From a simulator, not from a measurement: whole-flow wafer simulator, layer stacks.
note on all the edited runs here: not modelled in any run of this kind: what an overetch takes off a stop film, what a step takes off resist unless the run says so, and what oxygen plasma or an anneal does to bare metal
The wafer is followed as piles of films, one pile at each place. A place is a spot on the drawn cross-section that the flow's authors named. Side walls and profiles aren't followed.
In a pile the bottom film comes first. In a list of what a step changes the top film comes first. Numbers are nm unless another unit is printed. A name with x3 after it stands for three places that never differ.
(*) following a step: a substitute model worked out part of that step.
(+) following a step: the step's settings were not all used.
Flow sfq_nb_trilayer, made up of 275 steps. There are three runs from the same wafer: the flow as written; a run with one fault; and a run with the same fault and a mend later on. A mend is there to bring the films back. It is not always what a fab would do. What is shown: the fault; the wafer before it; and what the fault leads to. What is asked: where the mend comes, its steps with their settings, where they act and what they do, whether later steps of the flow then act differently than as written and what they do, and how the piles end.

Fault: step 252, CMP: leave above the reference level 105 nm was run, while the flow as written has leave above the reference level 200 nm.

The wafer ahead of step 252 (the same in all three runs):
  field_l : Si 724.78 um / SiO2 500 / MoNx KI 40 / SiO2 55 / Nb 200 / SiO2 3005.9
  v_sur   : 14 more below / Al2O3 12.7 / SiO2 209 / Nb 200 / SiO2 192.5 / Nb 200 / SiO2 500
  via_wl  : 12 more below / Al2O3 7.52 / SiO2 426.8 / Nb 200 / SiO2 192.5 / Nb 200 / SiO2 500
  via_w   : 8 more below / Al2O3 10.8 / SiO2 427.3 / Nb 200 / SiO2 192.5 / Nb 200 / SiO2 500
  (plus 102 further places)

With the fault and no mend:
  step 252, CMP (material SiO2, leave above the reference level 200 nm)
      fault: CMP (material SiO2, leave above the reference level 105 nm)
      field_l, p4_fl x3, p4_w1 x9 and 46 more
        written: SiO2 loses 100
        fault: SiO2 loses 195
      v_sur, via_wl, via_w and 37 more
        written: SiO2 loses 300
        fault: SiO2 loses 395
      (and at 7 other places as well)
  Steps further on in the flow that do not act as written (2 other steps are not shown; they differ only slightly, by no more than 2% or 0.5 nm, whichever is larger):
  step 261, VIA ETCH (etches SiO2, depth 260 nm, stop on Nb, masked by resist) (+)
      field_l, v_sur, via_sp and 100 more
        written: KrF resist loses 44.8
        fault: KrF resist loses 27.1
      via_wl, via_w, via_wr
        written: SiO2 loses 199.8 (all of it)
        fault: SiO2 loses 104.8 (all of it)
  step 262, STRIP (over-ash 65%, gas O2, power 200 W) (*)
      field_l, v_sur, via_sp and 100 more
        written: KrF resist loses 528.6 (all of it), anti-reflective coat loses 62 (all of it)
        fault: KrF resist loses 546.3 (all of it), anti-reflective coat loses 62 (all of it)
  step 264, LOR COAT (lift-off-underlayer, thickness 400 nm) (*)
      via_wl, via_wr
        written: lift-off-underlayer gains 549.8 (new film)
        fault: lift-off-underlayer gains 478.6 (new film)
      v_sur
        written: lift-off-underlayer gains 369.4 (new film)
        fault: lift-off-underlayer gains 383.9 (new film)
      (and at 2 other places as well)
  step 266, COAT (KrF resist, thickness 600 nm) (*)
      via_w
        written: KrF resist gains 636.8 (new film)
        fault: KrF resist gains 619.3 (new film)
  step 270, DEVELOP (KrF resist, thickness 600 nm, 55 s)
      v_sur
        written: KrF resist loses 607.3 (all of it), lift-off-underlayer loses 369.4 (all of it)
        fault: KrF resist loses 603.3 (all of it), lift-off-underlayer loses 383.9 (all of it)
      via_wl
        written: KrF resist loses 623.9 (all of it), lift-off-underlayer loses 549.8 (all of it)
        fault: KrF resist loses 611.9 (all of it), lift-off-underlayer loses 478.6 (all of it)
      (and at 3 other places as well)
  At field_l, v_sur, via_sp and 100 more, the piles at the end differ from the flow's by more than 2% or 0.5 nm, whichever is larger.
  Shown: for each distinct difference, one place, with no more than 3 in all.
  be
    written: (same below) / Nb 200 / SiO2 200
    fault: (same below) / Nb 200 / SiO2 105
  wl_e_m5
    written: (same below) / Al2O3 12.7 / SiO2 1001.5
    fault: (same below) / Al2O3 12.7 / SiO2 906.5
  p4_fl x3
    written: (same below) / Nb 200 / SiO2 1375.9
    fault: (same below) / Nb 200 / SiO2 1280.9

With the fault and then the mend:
  The mend stands after step 259.
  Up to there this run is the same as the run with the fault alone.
  step 259a, STRIP (over-ash 65%, gas O2, power 200 W) (*)
      field_l, v_sur, via_sp and 100 more
        KrF resist loses 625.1 (all of it), anti-reflective coat loses 62 (all of it)
      via_wl, via_w, via_wr
        anti-reflective coat loses 62 (all of it)
  step 259b, PECVD (material SiO2, thickness 95 nm, 150 C, 21.11 s, RF power 183.3 W, pressure 2.4 Torr, precursor SiH4/N2O) (a further turn of the flow's step 251, with different settings)
      field_l, v_sur, via_wl and 103 more
        SiO2 gains 95
  step 259c, COAT (anti-reflective coat, thickness 62 nm) (a further turn of the flow's step 254)
      field_l, v_sur, via_wl and 103 more
        anti-reflective coat gains 62 (new film)
  step 259d, COAT (KrF resist, thickness 650 nm) (a further turn of the flow's step 255)
      field_l, v_sur, via_wl and 103 more
        KrF resist gains 650 (new film)
  step 259e, SOFTBAKE (KrF resist) (a further turn of the flow's step 256)
      leaves every film unchanged at each place that is followed
  step 259f, EXPOSE (photomask I7, dose 11.93 mJ/cm2, NA 0.6, wavelength 248 nm) (*) (a further turn of the flow's step 257)
      leaves every film unchanged at each place that is followed
  step 259g, PEB (KrF resist, 90 s) (a further turn of the flow's step 258)
      field_l, v_sur, via_wl and 103 more
        KrF resist loses 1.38
  step 259h, DEVELOP (KrF resist, thickness 650 nm, 60 s) (a further turn of the flow's step 259)
      field_l, v_sur, via_sp and 100 more
        KrF resist loses 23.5
      via_wl, via_w, via_wr
        KrF resist loses 648.6 (all of it)
  Later steps of the flow that are run all act as written at every place that is followed.
  At every place that both follow, the piles at the end match the flow's.
